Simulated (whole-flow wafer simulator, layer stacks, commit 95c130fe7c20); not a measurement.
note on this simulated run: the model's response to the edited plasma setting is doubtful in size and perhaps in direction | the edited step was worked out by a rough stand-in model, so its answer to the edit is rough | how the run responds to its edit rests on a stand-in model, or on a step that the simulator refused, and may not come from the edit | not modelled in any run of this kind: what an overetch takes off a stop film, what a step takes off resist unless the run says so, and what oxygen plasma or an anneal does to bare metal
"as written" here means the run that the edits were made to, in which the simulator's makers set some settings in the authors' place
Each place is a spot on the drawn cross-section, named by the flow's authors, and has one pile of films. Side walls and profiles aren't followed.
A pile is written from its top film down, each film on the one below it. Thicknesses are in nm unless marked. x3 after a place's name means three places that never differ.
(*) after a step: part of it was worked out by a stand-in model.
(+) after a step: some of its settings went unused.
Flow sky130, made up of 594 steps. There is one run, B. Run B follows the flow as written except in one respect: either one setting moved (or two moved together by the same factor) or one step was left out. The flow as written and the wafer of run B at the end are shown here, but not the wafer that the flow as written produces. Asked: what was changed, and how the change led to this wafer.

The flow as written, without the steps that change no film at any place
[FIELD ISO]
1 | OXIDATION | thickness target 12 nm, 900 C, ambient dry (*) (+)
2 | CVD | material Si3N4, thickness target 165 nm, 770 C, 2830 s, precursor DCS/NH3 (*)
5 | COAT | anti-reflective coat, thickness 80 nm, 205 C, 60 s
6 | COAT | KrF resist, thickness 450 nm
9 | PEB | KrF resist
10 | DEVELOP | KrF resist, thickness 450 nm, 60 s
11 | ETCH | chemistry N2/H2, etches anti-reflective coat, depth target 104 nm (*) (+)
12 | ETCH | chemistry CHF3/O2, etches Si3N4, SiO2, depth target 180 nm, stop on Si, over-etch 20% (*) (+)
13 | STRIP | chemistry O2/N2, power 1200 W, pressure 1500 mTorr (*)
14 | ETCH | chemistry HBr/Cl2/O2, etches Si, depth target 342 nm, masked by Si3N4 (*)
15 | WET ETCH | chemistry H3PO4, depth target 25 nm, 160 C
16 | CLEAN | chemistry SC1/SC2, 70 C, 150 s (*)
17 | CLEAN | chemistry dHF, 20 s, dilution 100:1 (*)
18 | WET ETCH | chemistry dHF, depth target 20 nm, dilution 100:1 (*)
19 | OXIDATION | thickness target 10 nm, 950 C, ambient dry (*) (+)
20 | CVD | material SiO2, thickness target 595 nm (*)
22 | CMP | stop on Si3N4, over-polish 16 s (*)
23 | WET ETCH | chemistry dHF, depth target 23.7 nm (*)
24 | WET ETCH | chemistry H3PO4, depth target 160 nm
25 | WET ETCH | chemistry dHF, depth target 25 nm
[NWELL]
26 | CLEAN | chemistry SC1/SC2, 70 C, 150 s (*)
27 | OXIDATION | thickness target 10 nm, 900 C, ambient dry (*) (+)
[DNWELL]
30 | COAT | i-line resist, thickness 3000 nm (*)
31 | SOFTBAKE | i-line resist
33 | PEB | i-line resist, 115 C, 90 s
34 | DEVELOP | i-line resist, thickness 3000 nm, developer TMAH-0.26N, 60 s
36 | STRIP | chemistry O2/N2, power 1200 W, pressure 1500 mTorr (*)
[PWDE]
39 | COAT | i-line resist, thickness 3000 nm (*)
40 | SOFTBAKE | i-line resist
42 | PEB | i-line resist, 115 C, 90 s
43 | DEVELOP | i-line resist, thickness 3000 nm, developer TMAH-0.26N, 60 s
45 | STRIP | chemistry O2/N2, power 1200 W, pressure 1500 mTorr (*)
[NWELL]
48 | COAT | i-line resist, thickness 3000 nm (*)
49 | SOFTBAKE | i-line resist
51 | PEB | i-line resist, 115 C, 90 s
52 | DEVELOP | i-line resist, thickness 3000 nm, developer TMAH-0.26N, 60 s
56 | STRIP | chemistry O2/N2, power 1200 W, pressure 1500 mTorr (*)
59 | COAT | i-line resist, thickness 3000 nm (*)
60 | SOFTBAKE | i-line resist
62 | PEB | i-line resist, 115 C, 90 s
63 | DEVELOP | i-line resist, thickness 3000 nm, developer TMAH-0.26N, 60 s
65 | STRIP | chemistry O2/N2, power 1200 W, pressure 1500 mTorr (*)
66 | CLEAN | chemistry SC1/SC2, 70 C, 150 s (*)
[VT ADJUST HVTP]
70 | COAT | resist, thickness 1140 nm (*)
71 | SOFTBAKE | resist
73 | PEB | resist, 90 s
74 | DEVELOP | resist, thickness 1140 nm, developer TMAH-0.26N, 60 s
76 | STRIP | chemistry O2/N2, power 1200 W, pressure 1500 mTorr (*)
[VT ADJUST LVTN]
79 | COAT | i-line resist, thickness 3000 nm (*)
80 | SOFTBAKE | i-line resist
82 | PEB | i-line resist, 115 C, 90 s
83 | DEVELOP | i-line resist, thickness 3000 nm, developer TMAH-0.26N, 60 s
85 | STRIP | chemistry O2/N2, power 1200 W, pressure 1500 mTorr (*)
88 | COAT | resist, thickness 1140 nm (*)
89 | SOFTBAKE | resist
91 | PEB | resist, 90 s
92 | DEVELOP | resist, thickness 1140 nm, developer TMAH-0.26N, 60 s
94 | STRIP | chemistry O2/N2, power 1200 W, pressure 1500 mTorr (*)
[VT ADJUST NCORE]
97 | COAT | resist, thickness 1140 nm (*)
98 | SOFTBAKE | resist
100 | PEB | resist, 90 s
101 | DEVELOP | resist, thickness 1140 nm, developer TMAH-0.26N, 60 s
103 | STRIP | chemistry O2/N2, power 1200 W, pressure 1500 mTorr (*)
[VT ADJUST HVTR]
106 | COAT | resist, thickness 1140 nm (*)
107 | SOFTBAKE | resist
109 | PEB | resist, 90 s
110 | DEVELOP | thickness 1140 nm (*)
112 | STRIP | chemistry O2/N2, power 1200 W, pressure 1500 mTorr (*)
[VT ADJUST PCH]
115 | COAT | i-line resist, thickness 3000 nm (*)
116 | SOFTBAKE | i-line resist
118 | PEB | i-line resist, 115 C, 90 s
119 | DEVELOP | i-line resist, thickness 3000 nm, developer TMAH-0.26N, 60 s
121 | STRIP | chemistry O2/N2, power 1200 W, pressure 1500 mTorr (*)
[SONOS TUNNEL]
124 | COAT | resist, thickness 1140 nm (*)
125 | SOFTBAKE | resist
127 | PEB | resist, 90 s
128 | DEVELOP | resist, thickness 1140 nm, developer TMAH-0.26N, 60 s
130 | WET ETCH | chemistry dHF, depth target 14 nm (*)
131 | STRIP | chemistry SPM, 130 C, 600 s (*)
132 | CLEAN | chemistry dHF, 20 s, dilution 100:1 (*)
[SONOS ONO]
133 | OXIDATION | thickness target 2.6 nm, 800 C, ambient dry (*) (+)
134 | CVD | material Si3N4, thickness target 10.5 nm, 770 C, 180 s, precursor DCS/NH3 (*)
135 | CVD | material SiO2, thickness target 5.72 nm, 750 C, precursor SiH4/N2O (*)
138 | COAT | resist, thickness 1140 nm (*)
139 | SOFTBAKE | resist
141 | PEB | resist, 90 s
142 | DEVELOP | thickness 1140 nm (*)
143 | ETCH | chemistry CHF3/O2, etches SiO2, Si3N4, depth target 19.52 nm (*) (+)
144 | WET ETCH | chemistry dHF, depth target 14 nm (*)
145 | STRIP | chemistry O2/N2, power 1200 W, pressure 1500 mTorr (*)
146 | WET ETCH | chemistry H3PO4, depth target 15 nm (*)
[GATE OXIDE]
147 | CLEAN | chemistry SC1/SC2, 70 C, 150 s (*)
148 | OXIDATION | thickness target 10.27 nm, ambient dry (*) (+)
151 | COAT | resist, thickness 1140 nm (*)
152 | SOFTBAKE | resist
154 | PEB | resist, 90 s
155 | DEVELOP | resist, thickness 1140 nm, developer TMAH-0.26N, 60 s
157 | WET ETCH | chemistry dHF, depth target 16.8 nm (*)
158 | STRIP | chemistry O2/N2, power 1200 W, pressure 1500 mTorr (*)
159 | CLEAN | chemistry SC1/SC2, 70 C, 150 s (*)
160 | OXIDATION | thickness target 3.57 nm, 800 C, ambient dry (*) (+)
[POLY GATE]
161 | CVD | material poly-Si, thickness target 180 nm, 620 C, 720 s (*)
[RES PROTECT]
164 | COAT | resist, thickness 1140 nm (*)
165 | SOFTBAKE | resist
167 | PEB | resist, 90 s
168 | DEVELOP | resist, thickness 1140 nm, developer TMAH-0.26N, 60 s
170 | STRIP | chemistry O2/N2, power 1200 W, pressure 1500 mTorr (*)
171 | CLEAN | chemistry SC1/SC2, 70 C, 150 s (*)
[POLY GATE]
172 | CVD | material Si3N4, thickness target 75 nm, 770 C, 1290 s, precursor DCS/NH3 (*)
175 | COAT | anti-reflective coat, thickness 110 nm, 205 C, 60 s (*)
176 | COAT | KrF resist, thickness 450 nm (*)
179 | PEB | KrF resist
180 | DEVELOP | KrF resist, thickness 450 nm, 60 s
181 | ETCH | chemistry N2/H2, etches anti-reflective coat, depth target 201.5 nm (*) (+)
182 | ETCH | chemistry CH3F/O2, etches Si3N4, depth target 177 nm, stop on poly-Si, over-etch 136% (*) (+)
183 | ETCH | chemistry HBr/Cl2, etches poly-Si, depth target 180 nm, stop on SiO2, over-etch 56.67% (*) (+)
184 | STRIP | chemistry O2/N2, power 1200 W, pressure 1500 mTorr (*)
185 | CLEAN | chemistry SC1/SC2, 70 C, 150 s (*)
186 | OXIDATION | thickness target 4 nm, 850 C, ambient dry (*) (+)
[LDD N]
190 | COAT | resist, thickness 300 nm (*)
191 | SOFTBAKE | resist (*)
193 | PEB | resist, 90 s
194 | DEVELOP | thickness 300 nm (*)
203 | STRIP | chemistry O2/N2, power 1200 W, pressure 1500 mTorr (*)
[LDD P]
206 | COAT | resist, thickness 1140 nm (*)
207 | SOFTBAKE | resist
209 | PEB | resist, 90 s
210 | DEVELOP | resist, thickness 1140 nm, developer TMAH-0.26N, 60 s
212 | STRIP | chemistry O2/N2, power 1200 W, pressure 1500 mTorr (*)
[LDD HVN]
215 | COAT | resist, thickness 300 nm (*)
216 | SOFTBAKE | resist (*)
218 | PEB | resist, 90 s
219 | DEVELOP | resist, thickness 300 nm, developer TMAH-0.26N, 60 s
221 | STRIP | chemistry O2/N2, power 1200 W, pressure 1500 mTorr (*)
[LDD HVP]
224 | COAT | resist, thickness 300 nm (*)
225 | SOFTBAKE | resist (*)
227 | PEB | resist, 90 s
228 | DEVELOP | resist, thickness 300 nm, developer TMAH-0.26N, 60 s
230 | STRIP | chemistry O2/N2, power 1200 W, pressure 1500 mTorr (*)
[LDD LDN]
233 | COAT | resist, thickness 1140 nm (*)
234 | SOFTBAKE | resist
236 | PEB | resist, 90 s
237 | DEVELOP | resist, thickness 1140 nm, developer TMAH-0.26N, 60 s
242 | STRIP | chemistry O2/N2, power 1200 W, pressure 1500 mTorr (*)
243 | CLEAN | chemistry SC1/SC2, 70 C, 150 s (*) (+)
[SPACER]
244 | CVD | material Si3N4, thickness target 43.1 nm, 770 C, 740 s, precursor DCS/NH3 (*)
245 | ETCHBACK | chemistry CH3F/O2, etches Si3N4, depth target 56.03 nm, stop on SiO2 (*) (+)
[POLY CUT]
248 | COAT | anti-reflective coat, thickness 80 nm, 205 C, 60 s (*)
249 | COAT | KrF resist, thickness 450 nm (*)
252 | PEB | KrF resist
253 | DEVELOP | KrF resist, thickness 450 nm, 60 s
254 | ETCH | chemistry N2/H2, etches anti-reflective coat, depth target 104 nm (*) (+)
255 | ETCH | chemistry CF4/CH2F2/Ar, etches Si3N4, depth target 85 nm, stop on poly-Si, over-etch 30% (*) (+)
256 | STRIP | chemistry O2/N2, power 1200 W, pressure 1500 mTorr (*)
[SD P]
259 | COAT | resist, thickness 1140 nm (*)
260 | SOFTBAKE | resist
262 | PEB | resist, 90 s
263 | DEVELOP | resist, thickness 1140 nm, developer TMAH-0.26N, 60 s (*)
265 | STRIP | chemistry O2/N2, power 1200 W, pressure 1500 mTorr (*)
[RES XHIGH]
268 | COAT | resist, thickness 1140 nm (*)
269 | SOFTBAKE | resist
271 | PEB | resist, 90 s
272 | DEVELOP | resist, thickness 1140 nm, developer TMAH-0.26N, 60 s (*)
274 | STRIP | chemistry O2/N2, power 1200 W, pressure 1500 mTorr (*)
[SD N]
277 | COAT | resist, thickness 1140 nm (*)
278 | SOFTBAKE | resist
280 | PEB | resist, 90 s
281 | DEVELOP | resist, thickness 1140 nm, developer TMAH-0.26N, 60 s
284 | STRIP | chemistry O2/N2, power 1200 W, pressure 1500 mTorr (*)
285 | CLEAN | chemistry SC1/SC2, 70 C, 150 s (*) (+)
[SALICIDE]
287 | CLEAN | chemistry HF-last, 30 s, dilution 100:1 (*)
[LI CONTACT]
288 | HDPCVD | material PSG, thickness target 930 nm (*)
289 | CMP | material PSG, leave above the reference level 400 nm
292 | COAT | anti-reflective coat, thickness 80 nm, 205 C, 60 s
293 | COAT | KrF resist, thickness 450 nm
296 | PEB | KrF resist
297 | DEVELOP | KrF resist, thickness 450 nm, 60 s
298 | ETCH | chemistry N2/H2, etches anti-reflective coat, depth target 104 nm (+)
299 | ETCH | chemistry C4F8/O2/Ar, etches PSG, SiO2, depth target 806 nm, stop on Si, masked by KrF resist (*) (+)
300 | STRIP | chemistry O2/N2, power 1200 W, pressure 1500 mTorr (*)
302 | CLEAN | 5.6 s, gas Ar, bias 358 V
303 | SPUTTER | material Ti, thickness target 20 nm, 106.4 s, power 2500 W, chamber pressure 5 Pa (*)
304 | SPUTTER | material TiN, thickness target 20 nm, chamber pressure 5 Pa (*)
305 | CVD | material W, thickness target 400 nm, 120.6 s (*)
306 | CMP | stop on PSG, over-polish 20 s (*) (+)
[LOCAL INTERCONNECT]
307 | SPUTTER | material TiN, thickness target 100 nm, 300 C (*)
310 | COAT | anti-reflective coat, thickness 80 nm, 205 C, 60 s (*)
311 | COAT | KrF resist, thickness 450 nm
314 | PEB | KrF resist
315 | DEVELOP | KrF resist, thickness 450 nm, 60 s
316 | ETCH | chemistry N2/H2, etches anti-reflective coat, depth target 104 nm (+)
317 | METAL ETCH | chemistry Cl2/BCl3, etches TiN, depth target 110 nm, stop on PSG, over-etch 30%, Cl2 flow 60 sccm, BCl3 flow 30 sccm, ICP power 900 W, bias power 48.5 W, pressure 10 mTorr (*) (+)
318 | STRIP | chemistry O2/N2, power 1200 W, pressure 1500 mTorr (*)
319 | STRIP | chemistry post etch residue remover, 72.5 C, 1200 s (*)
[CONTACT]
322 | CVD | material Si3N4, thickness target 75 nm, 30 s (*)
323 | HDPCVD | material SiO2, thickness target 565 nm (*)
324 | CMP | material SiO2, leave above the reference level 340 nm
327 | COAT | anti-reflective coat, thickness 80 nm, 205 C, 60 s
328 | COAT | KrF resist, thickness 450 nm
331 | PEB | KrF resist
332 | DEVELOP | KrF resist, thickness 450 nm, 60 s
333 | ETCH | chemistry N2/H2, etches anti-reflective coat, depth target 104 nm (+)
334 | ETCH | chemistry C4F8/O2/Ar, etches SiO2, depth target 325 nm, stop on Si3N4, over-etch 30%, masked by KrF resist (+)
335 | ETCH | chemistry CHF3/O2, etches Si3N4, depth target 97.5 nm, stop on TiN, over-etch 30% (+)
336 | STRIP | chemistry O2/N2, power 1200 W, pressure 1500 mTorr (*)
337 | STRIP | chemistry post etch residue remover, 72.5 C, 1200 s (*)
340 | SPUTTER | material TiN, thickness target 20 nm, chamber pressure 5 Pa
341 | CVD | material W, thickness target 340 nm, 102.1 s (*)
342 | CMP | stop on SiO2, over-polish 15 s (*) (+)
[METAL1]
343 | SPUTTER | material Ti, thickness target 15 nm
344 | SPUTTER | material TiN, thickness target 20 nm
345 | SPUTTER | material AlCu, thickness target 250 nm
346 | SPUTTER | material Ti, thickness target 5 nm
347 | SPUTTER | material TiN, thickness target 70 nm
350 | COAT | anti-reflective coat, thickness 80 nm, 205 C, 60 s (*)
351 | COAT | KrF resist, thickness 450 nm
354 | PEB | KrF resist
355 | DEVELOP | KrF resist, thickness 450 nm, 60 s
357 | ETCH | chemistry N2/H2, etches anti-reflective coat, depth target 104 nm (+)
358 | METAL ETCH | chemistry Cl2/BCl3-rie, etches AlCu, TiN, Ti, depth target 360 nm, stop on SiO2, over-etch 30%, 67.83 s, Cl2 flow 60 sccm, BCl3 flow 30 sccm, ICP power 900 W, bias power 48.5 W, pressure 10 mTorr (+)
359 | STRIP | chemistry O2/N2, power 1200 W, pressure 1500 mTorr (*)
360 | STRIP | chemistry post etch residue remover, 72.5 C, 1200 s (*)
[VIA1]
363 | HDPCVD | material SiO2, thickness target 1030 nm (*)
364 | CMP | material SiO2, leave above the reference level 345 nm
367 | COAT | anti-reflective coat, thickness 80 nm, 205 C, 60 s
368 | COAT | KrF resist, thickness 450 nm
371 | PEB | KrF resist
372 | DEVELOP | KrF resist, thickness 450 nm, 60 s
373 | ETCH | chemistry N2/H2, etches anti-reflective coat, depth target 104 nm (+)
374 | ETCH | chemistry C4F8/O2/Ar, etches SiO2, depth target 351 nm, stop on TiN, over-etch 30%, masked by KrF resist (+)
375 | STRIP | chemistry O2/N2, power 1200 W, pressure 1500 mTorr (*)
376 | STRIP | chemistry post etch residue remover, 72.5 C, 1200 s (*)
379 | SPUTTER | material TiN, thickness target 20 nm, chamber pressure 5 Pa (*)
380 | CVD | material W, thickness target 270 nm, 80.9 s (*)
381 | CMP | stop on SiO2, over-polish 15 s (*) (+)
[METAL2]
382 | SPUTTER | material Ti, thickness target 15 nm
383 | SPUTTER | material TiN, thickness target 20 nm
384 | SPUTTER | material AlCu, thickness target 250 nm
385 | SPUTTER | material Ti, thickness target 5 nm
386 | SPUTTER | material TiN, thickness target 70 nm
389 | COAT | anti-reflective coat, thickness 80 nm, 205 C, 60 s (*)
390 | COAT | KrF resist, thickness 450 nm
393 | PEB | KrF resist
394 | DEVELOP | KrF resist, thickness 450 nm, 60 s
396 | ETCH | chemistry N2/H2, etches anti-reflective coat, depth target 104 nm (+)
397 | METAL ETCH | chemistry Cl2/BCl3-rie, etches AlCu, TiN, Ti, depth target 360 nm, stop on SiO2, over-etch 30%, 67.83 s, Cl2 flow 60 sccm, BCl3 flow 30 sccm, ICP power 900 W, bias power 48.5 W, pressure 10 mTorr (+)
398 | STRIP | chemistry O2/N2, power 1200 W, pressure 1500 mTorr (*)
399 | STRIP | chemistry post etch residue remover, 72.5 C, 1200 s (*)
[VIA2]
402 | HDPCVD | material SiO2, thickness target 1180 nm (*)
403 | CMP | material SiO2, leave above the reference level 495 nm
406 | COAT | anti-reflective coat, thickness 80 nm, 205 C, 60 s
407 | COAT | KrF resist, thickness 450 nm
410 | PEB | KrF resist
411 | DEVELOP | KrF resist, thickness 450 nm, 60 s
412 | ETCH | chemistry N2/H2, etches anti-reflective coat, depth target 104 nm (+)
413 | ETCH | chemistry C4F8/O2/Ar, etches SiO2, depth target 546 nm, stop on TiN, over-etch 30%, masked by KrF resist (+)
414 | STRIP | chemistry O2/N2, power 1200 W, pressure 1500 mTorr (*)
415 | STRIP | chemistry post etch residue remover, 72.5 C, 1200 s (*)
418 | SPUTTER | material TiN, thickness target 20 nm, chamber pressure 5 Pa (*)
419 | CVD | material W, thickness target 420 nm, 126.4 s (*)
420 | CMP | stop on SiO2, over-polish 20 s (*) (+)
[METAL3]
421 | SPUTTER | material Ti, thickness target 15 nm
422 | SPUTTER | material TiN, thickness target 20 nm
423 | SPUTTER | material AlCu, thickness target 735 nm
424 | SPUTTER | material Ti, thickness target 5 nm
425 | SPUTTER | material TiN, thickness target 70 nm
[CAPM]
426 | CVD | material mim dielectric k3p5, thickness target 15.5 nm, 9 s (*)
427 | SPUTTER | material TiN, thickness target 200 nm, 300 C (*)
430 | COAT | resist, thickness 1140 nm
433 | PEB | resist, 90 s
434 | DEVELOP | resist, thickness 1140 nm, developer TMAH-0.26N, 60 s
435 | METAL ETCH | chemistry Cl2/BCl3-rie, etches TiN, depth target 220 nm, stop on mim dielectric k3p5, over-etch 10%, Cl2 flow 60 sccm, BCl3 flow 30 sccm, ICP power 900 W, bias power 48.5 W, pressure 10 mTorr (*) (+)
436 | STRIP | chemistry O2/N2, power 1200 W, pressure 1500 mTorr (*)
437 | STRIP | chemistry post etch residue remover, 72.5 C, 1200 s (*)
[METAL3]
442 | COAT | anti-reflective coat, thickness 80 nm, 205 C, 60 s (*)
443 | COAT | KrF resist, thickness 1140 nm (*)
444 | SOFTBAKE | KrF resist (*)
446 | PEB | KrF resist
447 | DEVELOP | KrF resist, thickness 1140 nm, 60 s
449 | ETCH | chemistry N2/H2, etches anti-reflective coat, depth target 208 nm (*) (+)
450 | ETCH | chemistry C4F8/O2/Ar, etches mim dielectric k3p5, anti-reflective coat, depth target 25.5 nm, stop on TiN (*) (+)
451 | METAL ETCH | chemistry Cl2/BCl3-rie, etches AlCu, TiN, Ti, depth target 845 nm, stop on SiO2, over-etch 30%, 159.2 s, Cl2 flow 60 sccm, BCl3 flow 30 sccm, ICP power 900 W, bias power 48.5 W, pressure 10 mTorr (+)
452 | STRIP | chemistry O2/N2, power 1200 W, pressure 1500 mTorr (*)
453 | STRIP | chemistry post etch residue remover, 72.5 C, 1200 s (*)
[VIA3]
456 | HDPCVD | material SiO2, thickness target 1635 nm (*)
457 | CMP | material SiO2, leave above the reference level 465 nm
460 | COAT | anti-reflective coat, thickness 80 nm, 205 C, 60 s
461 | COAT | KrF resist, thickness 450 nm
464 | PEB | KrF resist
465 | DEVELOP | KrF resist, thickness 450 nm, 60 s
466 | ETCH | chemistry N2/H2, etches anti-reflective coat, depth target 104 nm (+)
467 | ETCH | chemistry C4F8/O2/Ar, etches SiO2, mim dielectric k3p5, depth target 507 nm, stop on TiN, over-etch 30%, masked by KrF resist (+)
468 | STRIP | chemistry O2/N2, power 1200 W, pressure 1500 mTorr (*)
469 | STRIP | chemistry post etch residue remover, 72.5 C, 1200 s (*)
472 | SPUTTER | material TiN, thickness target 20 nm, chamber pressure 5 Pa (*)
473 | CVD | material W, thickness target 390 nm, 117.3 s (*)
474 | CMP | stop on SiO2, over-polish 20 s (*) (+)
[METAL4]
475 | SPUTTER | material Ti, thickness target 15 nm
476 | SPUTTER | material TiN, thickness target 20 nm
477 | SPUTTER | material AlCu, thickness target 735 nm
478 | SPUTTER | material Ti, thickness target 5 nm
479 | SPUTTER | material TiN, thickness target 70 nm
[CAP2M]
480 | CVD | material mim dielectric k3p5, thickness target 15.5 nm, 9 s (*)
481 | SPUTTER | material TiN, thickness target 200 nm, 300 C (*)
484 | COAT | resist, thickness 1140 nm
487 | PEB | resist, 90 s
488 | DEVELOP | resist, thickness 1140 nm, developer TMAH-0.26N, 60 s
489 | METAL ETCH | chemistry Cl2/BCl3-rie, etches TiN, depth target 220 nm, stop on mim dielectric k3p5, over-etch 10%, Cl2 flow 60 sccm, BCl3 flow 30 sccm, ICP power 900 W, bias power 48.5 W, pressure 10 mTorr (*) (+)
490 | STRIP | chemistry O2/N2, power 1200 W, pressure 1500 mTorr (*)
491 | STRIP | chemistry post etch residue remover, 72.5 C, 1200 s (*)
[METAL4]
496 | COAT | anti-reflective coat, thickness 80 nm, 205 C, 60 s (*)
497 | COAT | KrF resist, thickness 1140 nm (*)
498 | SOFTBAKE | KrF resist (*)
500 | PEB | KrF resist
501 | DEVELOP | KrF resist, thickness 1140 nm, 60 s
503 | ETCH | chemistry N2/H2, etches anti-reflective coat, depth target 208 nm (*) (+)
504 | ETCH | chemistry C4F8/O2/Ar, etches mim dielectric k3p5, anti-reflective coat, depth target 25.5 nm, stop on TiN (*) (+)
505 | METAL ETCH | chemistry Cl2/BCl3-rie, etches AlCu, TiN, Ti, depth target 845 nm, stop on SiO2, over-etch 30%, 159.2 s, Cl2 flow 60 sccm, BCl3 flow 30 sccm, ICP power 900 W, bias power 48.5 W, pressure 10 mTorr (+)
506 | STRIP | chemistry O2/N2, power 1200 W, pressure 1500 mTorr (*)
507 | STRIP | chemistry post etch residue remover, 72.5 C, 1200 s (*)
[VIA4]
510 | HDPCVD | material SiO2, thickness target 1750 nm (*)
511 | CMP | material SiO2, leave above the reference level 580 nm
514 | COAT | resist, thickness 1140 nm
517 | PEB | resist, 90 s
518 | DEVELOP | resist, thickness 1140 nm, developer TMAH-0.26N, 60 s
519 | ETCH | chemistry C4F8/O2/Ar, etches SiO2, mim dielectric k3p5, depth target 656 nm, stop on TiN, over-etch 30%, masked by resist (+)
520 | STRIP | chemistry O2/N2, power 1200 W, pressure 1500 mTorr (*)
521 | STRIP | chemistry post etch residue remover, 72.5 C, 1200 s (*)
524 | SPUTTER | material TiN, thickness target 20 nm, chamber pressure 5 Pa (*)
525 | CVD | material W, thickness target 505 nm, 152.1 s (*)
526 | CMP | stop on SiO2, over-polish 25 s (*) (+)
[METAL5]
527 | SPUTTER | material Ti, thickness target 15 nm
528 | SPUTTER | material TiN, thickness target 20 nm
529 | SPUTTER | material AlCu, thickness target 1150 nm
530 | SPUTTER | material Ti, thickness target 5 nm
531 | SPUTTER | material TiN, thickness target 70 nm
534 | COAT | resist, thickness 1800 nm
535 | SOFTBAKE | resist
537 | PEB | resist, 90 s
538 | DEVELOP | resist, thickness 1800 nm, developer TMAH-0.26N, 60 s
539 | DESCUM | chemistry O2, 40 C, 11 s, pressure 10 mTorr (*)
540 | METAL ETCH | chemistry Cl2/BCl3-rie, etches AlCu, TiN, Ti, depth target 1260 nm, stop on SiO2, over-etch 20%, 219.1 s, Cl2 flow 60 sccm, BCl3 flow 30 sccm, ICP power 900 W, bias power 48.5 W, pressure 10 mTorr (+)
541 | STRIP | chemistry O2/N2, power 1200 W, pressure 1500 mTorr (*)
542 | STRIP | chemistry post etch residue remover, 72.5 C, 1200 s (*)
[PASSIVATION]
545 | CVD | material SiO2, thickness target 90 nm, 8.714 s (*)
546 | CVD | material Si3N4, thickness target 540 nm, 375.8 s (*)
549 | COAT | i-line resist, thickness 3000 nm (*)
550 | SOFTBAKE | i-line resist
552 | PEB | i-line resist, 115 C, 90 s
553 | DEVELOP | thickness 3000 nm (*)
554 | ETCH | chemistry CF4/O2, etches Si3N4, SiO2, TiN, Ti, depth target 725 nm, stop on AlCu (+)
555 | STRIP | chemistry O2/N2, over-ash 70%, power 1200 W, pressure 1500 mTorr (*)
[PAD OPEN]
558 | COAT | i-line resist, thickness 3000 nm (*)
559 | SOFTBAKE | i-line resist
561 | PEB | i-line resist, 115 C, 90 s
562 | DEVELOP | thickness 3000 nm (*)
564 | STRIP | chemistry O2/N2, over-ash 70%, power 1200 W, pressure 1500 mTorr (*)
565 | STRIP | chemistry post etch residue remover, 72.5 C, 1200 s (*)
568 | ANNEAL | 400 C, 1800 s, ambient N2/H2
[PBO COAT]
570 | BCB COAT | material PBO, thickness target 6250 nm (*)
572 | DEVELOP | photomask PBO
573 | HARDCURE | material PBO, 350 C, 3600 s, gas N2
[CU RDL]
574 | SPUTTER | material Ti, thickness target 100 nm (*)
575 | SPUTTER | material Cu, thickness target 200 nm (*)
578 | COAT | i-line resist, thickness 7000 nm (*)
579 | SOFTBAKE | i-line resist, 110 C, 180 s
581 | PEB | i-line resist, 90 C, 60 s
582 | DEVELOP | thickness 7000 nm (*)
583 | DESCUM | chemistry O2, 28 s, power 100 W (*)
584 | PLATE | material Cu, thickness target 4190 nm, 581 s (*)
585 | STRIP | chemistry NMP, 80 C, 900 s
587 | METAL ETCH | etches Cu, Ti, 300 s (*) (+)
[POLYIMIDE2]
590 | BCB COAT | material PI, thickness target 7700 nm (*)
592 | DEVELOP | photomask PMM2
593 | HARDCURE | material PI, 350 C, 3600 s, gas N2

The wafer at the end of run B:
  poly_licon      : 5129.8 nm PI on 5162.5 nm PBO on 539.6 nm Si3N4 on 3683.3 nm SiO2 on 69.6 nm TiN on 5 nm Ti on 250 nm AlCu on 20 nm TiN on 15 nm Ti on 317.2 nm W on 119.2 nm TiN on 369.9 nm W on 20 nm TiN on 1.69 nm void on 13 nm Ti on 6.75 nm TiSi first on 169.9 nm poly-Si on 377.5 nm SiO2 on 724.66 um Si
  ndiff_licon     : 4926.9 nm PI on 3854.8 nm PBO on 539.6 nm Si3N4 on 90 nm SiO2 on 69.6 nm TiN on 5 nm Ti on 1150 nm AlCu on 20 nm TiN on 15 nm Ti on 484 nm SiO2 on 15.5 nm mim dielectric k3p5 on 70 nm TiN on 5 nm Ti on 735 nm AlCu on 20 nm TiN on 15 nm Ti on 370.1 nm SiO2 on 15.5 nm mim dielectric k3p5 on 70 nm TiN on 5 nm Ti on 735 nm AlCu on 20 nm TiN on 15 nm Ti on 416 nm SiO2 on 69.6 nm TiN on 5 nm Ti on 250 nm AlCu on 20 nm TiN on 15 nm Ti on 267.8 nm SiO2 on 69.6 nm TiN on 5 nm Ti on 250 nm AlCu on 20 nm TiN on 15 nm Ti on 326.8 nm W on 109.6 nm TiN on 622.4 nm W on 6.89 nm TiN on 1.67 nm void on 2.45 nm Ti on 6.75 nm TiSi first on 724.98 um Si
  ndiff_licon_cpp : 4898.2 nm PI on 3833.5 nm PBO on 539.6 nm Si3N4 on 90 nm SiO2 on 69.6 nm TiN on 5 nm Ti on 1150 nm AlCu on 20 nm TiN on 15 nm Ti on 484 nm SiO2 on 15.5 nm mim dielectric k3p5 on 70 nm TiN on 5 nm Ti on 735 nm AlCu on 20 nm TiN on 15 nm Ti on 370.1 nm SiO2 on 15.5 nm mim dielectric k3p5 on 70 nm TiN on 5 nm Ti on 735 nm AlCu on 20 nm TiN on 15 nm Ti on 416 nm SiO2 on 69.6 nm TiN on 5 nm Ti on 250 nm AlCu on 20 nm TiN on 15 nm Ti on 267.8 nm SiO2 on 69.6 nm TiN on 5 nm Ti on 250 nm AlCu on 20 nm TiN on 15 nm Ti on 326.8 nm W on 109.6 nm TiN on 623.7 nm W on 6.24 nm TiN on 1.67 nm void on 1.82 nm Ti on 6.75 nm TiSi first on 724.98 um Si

Cause: step 303, SPUTTER: power 2200 W was run, whereas the flow has power 2500 W.

The path from the change to this, step by step:
  303 | SPUTTER | material Ti, thickness target 20 nm, 106.4 s, power 2500 W, chamber pressure 5 Pa (*)
      field, active, n_well and 185 more: +17 Ti (new film) (in the flow as written it would be: +20 Ti (new film))
      ndiff_licon: +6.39 Ti (new film) (in the flow as written it would be: +7.24 Ti (new film))
      (and at 2 other places as well)
  306 | CMP | stop on PSG, over-polish 20 s (*) (+)
      field, active, n_well and 184 more: -400 W (all of it), -20 TiN (all of it), -17 Ti (all of it), -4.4 PSG (in the flow as written it would be: -400 W (all of it), -20 TiN (all of it), -20 Ti (all of it), -4.4 PSG)
      poly_licon: -30.1 W (in the flow as written it would be: -33.1 W)
